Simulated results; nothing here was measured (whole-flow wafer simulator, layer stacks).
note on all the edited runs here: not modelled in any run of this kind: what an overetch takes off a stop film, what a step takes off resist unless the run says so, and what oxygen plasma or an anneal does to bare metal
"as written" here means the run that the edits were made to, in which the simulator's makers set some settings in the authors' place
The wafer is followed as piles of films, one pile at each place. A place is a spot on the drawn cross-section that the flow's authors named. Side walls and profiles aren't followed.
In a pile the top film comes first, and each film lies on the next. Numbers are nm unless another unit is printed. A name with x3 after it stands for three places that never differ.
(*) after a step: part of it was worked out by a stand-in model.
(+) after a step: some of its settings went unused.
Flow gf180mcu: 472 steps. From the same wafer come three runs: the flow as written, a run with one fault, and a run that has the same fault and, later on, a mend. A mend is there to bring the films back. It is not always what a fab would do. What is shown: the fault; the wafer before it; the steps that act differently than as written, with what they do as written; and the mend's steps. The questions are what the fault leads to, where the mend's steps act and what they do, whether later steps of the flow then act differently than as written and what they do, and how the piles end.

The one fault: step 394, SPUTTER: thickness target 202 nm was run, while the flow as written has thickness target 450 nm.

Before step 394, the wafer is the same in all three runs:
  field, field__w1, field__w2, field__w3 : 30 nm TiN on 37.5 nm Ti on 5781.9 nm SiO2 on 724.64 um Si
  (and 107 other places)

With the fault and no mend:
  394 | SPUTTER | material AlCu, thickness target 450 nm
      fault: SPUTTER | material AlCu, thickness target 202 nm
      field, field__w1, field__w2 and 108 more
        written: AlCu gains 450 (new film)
        fault: AlCu gains 202 (new film)
  Steps later in the flow that act otherwise than as written (not shown: 1 more step that differs only slightly, by at most 2% or 0.5 nm, whichever is larger):
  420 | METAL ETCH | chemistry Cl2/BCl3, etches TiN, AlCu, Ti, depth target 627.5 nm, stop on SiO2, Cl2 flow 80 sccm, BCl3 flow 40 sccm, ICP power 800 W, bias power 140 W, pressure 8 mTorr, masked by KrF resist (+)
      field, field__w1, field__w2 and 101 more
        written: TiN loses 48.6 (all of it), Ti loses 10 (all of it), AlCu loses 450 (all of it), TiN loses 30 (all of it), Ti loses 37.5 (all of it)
        fault: TiN loses 48.6 (all of it), Ti loses 10 (all of it), AlCu loses 202 (all of it), TiN loses 30 (all of it), Ti loses 37.5 (all of it)
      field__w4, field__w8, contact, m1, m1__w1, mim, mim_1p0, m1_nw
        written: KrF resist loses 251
        fault: KrF resist loses 196.8
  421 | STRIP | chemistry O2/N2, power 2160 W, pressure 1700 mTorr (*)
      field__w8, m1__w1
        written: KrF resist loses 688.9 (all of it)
        fault: KrF resist loses 743 (all of it)
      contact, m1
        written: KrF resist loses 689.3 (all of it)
        fault: KrF resist loses 743.5 (all of it)
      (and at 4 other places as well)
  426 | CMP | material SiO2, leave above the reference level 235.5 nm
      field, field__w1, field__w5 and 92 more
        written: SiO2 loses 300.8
        fault: SiO2 loses 548.8
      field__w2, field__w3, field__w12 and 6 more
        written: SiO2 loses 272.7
        fault: SiO2 loses 532
  The piles end different from the flow's at field, field__w1, field__w2 and 109 more by more than 2% or 0.5 nm, whichever is larger.
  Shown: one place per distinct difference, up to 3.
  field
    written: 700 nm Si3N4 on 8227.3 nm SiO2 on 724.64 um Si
    fault: 700 nm Si3N4 on 7979.3 nm SiO2 on 724.64 um Si
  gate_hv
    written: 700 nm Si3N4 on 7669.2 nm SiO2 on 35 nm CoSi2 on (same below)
    fault: 700 nm Si3N4 on 7421.2 nm SiO2 on 35 nm CoSi2 on (same below)
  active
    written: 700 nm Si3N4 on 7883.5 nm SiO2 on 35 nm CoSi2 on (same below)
    fault: 700 nm Si3N4 on 7635.5 nm SiO2 on 35 nm CoSi2 on (same below)

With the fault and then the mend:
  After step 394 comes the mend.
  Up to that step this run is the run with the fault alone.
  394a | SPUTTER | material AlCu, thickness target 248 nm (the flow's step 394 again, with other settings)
      field, field__w1, field__w2 and 108 more
        AlCu gains 248
  Later steps of the flow that are run all act as written at every place that is followed.
  The piles end the same as the flow's at every place that both follow.
